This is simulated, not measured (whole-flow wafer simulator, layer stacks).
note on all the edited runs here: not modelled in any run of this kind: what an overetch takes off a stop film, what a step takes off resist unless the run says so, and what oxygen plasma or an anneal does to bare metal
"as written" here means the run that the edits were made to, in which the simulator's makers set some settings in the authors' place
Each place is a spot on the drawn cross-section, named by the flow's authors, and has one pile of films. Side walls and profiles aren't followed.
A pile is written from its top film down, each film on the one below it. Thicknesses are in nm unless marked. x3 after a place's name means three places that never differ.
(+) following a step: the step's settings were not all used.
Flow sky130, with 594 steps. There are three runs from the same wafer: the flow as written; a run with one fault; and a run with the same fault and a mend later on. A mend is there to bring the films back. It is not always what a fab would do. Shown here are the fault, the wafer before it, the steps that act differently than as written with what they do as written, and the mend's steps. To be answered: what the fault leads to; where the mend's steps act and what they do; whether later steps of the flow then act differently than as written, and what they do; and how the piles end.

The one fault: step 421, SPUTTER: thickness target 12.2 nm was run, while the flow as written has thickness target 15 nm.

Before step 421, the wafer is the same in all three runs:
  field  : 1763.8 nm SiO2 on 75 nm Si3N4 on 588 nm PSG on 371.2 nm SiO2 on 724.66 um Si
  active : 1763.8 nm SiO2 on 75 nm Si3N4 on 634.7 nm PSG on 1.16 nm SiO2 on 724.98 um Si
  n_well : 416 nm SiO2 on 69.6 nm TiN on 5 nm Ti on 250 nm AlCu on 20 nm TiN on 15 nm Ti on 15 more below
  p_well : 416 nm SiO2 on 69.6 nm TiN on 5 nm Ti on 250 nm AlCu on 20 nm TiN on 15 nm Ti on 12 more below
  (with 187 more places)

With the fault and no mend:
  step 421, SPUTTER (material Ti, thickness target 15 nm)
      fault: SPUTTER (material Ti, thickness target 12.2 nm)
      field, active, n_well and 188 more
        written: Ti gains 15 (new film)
        fault: Ti gains 12.2 (new film)
  Steps later in the flow that act otherwise than as written (not shown: 14 more steps that differ only slightly, by at most 2% or 0.5 nm, whichever is larger):
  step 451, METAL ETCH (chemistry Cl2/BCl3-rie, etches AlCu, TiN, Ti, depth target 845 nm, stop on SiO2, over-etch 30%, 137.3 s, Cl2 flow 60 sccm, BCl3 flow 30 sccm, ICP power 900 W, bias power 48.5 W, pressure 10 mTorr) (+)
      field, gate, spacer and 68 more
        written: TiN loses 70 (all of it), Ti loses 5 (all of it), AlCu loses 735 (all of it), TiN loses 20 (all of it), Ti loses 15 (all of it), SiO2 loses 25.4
        fault: TiN loses 70 (all of it), Ti loses 5 (all of it), AlCu loses 735 (all of it), TiN loses 20 (all of it), Ti loses 12.2 (all of it), SiO2 loses 25.6
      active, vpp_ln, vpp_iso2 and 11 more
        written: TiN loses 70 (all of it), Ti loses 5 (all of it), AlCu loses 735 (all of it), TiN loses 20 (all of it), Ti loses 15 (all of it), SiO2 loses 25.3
        fault: TiN loses 70 (all of it), Ti loses 5 (all of it), AlCu loses 735 (all of it), TiN loses 20 (all of it), Ti loses 12.2 (all of it), SiO2 loses 25.6
  By the end, the piles at n_well, p_well, gate_hv and 104 more depart from the flow's by more than 2% or 0.5 nm, whichever is larger.
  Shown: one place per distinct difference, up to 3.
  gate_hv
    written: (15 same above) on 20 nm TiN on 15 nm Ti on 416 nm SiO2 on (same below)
    fault: (15 same above) on 20 nm TiN on 12.2 nm Ti on 416 nm SiO2 on (same below)
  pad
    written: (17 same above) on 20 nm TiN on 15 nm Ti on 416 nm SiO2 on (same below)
    fault: (17 same above) on 20 nm TiN on 12.2 nm Ti on 416 nm SiO2 on (same below)
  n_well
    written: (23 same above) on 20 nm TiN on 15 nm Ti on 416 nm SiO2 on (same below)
    fault: (23 same above) on 20 nm TiN on 12.2 nm Ti on 416 nm SiO2 on (same below)

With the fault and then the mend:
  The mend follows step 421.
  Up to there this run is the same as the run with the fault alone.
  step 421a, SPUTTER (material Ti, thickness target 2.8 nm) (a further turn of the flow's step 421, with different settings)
      field, active, n_well and 188 more
        Ti gains 2.8
  Every later step of the flow that is run acts as written at every place that is followed.
  The piles end the same as the flow's at every place that both follow.
